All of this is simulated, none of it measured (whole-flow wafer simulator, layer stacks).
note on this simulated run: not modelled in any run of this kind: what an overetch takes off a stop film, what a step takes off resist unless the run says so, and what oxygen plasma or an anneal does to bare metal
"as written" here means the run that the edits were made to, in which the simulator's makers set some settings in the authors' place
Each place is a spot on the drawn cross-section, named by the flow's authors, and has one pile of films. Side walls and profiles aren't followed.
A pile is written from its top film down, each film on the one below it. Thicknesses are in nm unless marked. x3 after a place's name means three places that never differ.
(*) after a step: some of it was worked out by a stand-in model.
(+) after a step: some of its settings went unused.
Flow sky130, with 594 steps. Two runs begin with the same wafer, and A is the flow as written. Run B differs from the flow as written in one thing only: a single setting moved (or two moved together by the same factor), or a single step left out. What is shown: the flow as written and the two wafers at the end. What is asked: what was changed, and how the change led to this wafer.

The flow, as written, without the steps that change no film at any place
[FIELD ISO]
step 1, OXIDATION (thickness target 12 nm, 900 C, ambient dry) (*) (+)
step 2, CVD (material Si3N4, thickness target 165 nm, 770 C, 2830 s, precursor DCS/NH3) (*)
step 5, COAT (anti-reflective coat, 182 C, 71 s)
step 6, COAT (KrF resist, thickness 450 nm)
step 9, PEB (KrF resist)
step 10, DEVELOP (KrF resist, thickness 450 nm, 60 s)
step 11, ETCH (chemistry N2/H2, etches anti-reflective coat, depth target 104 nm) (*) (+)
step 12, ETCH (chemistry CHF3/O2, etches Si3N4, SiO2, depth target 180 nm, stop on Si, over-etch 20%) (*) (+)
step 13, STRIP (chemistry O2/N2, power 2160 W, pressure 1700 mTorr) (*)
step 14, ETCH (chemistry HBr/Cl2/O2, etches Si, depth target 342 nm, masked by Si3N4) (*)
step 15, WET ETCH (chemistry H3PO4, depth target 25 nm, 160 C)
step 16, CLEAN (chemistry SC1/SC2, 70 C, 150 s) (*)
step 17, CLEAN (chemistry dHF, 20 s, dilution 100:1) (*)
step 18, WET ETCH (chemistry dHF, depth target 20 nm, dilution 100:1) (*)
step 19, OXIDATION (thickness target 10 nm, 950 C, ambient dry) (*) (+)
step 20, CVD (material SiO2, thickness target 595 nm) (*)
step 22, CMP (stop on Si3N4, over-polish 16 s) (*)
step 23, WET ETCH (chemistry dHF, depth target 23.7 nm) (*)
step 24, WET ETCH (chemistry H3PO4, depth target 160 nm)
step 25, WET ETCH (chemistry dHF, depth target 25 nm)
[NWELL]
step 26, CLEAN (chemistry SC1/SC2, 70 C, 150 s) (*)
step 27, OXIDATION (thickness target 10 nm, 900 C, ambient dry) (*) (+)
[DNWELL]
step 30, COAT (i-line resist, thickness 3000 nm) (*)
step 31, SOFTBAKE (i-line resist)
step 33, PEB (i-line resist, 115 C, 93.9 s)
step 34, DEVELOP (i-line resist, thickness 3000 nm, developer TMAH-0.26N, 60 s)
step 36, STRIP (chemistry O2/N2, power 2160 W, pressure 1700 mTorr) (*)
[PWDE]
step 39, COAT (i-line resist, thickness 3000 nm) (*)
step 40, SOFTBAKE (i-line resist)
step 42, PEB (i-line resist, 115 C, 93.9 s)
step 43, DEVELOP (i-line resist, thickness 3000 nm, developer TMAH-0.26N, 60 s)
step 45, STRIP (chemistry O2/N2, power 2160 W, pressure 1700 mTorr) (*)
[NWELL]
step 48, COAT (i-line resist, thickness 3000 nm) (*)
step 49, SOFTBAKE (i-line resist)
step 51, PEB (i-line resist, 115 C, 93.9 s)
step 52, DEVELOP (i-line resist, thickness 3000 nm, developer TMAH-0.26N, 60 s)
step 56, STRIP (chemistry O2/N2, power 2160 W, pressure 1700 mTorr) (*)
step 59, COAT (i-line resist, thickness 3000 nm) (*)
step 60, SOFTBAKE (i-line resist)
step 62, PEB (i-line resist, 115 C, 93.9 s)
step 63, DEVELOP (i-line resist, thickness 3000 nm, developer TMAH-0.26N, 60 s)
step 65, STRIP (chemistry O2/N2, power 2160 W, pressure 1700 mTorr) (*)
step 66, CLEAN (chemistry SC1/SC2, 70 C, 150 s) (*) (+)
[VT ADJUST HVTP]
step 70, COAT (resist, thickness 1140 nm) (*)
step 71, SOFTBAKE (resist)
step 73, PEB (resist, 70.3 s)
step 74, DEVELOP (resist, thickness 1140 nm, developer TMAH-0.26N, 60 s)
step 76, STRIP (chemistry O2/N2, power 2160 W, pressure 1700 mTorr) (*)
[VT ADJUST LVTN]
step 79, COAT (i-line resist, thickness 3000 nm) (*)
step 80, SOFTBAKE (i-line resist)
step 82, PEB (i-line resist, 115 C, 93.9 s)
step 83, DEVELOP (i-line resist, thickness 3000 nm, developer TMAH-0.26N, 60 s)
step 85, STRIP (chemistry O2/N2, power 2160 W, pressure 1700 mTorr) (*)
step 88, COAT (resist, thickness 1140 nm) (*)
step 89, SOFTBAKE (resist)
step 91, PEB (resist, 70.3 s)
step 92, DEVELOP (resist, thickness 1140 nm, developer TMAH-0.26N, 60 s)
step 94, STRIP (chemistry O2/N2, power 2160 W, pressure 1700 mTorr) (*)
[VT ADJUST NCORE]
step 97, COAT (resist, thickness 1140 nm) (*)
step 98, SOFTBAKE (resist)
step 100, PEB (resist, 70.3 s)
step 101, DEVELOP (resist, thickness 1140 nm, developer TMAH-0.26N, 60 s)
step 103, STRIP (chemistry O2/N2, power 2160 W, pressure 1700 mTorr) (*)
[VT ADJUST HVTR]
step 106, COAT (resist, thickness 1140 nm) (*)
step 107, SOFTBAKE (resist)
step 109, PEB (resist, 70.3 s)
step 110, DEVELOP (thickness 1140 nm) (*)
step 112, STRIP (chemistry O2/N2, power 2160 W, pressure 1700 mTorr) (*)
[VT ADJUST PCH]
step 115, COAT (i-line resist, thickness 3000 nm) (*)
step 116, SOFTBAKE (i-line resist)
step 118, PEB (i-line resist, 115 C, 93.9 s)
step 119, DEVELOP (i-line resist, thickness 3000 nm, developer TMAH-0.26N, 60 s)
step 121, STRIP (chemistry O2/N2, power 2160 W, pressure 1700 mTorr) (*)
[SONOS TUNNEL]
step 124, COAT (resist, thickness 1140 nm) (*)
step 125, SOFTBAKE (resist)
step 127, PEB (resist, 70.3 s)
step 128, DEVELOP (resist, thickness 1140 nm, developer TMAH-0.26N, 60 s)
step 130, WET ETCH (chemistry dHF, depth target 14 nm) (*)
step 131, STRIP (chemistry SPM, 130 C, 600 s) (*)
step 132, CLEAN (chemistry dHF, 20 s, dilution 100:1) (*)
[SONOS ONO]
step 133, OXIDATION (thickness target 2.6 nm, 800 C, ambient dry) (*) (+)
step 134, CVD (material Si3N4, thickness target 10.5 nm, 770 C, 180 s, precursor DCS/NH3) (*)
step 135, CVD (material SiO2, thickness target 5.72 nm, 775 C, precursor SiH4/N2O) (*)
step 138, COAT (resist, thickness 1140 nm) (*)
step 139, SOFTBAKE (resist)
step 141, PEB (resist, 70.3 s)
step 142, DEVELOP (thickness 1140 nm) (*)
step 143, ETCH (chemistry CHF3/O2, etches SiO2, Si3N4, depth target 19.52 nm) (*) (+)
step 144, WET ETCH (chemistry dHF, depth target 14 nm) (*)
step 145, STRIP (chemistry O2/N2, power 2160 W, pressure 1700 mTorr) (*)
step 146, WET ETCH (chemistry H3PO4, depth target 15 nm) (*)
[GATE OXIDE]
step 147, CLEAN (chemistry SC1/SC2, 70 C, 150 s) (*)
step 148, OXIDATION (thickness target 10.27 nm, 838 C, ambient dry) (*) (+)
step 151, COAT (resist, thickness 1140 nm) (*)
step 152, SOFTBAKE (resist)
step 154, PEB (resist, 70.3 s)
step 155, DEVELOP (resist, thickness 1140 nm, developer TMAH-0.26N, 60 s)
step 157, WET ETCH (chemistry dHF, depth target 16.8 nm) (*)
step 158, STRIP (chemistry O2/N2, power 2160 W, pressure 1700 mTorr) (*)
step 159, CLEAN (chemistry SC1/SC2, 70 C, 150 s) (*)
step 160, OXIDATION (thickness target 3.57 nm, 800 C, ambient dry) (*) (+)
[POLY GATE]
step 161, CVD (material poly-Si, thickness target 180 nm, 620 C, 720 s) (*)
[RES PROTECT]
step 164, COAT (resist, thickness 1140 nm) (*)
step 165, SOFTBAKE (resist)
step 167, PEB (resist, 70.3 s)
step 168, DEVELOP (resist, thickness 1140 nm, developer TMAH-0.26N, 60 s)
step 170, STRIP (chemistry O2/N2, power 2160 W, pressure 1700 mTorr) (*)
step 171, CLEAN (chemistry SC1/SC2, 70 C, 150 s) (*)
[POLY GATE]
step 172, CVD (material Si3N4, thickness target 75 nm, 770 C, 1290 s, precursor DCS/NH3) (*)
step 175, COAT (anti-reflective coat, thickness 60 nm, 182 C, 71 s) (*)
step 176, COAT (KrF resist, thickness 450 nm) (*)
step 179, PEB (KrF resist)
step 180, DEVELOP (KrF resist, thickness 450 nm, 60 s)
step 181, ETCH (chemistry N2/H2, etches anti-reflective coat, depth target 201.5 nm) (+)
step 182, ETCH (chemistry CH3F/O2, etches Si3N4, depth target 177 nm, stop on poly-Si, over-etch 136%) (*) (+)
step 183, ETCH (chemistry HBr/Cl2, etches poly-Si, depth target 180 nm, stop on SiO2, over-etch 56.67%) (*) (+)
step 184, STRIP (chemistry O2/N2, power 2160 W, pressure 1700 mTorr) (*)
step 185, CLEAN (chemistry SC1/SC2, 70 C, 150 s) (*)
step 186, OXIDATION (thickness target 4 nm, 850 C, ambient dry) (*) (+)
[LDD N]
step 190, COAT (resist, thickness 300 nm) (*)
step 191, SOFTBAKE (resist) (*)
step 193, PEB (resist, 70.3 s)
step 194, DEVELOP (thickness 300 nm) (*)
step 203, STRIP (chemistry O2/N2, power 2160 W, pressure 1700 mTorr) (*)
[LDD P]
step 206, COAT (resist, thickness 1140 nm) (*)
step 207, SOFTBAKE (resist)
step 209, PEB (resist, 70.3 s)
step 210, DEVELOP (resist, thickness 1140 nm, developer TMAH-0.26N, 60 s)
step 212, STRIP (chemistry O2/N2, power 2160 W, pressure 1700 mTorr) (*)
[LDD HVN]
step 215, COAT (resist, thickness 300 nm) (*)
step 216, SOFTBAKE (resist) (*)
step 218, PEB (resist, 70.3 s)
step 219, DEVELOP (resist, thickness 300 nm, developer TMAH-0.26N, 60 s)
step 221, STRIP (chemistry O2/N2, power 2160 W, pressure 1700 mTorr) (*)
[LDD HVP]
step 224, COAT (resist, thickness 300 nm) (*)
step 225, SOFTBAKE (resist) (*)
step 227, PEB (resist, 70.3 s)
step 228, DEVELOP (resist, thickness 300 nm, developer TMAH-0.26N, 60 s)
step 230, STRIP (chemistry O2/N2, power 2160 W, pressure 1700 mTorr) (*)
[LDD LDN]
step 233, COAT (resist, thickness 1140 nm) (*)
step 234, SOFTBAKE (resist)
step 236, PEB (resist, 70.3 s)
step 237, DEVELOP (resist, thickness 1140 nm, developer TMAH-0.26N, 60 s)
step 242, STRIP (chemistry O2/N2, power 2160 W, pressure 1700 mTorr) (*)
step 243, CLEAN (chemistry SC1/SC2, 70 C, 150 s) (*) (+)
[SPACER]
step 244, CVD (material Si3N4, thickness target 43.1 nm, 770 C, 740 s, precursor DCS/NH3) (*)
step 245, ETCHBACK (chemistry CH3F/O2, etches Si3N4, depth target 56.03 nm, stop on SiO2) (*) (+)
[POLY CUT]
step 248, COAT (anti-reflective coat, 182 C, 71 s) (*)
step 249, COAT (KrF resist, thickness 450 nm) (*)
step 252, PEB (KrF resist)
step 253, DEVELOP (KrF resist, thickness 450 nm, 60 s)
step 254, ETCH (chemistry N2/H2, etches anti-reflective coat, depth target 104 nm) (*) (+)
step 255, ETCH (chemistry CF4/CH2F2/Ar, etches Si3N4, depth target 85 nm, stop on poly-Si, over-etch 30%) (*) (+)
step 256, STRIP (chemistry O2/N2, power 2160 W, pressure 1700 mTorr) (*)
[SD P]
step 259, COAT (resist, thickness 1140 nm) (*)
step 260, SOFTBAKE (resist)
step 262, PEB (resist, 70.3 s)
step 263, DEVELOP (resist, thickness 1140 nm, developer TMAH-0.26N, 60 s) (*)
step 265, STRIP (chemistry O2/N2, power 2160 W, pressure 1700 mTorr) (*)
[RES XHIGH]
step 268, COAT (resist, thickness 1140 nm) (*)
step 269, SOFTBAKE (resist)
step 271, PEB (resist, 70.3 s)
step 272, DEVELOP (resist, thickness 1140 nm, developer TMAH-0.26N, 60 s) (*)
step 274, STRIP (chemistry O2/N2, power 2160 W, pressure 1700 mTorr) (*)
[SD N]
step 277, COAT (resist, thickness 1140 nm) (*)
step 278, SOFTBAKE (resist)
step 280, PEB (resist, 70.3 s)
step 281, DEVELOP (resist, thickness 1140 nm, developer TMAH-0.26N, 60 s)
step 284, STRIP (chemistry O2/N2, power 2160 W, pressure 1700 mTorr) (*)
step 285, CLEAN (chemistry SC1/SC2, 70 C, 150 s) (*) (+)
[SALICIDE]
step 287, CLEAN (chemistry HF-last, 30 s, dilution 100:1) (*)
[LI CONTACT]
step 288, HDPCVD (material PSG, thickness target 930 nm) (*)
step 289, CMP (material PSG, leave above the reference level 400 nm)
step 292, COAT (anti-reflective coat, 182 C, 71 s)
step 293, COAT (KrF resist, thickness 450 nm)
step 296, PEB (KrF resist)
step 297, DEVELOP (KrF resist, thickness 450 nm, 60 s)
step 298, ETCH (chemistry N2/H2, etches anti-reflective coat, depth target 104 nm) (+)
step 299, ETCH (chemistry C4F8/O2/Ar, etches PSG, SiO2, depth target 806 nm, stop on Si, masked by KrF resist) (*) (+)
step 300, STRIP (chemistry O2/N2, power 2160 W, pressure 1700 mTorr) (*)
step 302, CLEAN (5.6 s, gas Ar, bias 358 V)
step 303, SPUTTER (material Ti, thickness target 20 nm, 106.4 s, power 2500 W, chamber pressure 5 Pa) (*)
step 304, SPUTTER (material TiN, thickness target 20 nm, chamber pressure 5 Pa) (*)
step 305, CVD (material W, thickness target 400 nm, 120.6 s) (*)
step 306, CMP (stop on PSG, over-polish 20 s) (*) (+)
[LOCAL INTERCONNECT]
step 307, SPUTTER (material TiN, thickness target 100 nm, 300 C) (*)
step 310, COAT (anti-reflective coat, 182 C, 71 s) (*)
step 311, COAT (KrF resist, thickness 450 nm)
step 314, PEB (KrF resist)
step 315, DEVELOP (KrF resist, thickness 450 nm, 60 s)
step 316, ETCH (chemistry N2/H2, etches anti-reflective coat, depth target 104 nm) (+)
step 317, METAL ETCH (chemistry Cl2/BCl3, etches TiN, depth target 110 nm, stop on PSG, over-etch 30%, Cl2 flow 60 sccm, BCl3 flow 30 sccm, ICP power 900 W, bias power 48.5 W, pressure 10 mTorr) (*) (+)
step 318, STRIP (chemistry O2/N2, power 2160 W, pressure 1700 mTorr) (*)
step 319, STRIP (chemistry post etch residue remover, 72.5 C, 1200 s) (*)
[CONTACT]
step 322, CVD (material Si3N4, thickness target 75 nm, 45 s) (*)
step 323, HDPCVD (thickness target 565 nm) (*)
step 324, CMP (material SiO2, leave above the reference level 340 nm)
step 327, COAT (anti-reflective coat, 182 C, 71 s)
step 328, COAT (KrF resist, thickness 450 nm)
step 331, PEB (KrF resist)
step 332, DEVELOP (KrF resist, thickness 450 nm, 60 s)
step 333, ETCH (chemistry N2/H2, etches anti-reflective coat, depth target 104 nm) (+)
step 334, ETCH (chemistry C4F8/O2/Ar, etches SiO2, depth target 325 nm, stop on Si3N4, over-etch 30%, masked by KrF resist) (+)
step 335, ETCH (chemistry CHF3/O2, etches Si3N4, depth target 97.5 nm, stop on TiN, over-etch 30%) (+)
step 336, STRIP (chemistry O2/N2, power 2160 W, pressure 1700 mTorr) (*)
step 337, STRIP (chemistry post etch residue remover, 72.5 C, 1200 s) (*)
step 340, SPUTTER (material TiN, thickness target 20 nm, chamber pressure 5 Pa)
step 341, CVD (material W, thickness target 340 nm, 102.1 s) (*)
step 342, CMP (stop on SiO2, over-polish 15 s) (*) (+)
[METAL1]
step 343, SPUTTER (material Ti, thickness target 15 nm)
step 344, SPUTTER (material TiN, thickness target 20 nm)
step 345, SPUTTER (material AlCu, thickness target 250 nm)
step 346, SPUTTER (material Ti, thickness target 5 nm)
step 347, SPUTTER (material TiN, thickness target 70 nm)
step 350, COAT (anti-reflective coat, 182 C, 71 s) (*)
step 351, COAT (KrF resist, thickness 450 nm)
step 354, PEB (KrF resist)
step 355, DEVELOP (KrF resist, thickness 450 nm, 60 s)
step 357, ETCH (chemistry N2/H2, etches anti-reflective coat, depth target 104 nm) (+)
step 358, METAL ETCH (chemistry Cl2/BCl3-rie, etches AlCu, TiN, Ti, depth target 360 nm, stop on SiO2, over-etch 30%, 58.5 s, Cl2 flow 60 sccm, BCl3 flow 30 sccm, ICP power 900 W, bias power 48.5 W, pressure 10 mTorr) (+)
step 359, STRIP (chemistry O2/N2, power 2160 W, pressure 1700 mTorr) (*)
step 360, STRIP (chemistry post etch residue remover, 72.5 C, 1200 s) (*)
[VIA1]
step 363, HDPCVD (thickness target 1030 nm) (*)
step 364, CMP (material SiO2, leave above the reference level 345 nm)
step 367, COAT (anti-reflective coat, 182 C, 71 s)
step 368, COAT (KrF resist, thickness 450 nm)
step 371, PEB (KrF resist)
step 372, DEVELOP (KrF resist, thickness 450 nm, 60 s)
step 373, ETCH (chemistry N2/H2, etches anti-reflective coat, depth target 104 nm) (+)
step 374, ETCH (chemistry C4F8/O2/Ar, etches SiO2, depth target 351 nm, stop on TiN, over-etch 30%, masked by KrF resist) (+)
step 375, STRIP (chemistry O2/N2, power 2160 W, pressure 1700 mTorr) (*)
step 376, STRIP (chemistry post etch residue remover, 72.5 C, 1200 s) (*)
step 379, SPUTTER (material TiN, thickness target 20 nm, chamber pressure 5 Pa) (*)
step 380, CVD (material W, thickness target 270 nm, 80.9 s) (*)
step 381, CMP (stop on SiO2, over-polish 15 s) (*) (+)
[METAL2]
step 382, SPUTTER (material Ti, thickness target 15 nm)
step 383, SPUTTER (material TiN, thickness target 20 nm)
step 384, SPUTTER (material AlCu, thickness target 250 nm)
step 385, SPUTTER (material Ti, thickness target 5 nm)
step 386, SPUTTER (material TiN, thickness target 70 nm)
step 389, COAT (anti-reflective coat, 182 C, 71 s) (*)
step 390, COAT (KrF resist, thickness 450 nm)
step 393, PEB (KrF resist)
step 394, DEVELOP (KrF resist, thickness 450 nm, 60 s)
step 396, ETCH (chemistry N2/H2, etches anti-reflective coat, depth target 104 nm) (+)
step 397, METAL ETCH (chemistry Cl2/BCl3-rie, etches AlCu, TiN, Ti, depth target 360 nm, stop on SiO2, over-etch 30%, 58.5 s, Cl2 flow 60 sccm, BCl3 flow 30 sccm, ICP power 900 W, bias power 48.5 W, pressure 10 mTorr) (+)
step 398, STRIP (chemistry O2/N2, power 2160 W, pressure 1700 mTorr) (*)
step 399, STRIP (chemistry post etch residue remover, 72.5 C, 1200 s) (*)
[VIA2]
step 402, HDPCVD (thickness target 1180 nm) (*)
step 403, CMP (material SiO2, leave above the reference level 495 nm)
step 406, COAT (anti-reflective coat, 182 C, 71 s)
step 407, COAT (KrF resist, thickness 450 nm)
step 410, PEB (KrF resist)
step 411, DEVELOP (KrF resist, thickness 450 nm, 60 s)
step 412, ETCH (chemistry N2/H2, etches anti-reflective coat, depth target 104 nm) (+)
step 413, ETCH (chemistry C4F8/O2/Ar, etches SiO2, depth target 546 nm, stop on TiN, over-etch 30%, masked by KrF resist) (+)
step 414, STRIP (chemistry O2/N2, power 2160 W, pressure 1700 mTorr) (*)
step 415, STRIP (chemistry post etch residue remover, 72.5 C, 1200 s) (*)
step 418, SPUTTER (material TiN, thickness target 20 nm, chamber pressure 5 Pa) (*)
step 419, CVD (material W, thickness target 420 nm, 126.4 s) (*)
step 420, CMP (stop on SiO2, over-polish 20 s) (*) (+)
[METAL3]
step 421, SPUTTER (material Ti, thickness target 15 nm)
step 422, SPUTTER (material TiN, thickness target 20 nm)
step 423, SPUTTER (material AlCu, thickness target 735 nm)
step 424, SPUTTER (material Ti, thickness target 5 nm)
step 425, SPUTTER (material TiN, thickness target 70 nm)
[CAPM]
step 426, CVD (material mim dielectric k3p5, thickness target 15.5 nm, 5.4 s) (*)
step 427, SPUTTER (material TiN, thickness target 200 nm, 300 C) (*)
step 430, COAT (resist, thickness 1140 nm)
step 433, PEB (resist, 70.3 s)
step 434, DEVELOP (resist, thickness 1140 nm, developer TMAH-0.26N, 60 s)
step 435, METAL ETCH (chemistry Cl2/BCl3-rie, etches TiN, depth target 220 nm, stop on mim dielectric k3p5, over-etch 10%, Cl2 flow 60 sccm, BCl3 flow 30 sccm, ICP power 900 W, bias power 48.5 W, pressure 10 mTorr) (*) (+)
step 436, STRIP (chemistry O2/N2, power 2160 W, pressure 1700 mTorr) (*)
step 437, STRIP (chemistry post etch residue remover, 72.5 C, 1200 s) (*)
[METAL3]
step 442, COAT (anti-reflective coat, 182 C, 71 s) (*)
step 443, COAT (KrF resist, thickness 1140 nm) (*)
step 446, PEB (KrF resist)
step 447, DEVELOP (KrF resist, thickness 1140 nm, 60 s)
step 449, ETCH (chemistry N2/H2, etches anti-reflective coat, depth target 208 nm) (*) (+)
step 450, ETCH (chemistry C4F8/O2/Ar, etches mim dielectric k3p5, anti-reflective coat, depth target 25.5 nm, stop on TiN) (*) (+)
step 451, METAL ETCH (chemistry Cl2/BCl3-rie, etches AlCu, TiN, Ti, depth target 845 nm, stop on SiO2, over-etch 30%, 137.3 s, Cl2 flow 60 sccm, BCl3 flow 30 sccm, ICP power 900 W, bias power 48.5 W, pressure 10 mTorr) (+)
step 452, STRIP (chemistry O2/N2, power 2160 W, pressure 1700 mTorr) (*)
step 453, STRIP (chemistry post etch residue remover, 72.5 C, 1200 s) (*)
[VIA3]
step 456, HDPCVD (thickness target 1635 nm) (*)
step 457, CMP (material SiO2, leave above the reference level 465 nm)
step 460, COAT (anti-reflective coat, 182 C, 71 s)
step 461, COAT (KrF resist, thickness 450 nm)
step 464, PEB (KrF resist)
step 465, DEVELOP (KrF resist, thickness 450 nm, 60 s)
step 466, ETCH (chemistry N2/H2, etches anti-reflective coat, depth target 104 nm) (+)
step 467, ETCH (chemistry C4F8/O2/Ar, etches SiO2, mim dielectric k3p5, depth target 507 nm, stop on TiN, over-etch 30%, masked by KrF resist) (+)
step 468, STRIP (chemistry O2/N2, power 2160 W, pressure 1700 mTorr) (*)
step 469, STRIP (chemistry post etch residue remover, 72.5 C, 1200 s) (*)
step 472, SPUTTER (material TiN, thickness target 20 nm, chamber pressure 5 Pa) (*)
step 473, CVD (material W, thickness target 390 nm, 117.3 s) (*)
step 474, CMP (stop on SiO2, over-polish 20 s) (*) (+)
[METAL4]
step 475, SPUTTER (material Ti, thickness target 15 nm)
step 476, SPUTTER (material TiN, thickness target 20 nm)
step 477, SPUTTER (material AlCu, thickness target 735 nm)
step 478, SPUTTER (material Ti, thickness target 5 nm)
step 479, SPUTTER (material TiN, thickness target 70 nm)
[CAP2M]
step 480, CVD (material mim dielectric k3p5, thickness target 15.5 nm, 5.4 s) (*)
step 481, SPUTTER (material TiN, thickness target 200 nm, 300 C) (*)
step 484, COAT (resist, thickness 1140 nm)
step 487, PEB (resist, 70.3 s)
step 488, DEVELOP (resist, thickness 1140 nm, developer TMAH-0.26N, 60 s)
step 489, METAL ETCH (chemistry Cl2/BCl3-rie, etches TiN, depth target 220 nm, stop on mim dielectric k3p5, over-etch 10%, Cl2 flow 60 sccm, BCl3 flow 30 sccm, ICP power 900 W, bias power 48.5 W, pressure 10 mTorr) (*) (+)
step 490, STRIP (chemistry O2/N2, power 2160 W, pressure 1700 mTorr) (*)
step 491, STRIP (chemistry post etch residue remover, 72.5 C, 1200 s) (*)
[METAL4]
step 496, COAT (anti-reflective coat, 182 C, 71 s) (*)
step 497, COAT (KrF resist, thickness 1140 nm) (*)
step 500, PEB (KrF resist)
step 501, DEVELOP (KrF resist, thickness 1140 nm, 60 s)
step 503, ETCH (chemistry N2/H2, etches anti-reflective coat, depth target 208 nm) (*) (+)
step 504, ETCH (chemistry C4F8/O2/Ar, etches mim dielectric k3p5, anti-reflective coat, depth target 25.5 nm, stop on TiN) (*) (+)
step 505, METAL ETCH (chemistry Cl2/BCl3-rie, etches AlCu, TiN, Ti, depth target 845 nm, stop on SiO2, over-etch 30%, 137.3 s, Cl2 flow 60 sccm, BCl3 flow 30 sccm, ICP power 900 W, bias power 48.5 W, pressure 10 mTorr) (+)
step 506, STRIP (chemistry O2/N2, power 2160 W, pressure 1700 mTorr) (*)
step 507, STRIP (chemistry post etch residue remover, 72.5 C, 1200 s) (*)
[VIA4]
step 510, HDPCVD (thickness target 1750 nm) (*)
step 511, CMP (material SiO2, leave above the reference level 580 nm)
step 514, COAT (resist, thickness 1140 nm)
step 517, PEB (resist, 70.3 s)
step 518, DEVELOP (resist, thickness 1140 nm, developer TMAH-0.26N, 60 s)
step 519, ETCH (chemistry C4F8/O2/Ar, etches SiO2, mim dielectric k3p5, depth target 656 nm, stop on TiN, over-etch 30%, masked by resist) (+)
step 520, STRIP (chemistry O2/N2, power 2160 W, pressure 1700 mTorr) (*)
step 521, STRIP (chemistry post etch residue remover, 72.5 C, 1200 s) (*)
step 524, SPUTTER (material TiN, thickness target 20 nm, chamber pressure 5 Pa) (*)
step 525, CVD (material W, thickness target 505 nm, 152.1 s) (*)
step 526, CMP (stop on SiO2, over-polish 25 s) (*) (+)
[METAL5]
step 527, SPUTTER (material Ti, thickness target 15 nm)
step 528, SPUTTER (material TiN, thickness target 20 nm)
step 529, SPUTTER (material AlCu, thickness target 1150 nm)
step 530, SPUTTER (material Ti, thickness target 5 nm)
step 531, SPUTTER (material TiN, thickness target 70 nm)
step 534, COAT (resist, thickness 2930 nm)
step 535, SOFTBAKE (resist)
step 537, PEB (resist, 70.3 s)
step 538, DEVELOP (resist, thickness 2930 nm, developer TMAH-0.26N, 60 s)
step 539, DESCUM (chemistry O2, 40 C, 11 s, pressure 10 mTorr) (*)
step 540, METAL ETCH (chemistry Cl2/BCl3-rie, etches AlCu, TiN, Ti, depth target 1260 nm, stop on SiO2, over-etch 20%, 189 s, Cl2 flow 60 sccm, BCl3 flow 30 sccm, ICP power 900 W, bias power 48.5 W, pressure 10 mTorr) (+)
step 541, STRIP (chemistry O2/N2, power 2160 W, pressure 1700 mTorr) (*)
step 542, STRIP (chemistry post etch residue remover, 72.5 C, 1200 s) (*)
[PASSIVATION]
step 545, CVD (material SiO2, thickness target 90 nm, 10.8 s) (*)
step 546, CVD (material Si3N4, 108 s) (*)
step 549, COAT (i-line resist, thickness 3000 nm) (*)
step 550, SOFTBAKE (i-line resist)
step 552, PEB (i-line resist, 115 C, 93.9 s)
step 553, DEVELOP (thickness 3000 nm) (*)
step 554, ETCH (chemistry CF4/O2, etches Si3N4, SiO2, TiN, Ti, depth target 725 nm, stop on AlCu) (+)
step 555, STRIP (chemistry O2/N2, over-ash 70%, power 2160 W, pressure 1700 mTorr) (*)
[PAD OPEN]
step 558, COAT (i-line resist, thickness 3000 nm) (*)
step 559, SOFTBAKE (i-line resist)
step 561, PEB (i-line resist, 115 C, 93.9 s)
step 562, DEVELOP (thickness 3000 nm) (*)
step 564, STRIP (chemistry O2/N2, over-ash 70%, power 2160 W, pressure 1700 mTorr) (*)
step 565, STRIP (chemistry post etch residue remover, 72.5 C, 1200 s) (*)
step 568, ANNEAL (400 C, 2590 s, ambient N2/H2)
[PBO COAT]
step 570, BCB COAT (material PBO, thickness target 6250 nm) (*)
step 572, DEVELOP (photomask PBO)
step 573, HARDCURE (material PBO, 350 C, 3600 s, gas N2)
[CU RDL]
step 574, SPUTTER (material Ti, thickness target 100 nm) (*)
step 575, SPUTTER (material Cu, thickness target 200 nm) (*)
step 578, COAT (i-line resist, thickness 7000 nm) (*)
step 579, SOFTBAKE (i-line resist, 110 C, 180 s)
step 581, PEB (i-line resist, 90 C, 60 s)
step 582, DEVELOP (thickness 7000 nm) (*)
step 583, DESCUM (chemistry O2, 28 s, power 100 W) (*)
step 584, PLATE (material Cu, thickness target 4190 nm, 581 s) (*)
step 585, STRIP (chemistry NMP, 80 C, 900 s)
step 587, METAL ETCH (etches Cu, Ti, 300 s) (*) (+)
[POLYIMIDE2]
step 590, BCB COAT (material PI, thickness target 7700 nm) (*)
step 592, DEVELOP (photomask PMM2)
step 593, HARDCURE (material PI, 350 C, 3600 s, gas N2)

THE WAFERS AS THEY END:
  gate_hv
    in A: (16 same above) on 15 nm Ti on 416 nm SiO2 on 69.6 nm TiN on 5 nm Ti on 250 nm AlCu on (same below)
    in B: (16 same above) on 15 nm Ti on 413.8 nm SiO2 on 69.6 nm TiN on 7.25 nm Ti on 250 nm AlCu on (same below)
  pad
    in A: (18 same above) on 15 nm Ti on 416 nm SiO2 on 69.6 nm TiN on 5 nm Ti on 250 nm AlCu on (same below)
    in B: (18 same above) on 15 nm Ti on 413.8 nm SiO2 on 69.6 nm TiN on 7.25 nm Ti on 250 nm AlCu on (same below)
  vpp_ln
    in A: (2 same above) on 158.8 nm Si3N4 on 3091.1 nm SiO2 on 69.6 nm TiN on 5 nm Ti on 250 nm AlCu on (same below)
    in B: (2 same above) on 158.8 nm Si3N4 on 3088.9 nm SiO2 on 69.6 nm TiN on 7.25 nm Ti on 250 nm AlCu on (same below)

Cause: step 385, SPUTTER: thickness target 7.25 nm was run, while the flow as written has thickness target 5 nm.
The wafer itself shows it: gate_hv has Ti 7.25, and step 385 as written asks for 5 nm.

The path from the change to this, step by step:
  step 385, SPUTTER (material Ti, thickness target 5 nm)
      field, active, n_well and 188 more: A +5 Ti (new film) | B +7.25 Ti (new film)
  step 397, METAL ETCH (chemistry Cl2/BCl3-rie, etches AlCu, TiN, Ti, depth target 360 nm, stop on SiO2, over-etch 30%, 58.5 s, Cl2 flow 60 sccm, BCl3 flow 30 sccm, ICP power 900 W, bias power 48.5 W, pressure 10 mTorr) (+)
      field, active, gate and 82 more: A -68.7 TiN (all of it), -5 Ti (all of it), -250 AlCu (all of it), -20 TiN (all of it), -15 Ti (all of it), -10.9 SiO2 | B -68.7 TiN (all of it), -7.25 Ti (all of it), -250 AlCu (all of it), -20 TiN (all of it), -15 Ti (all of it), -10.7 SiO2
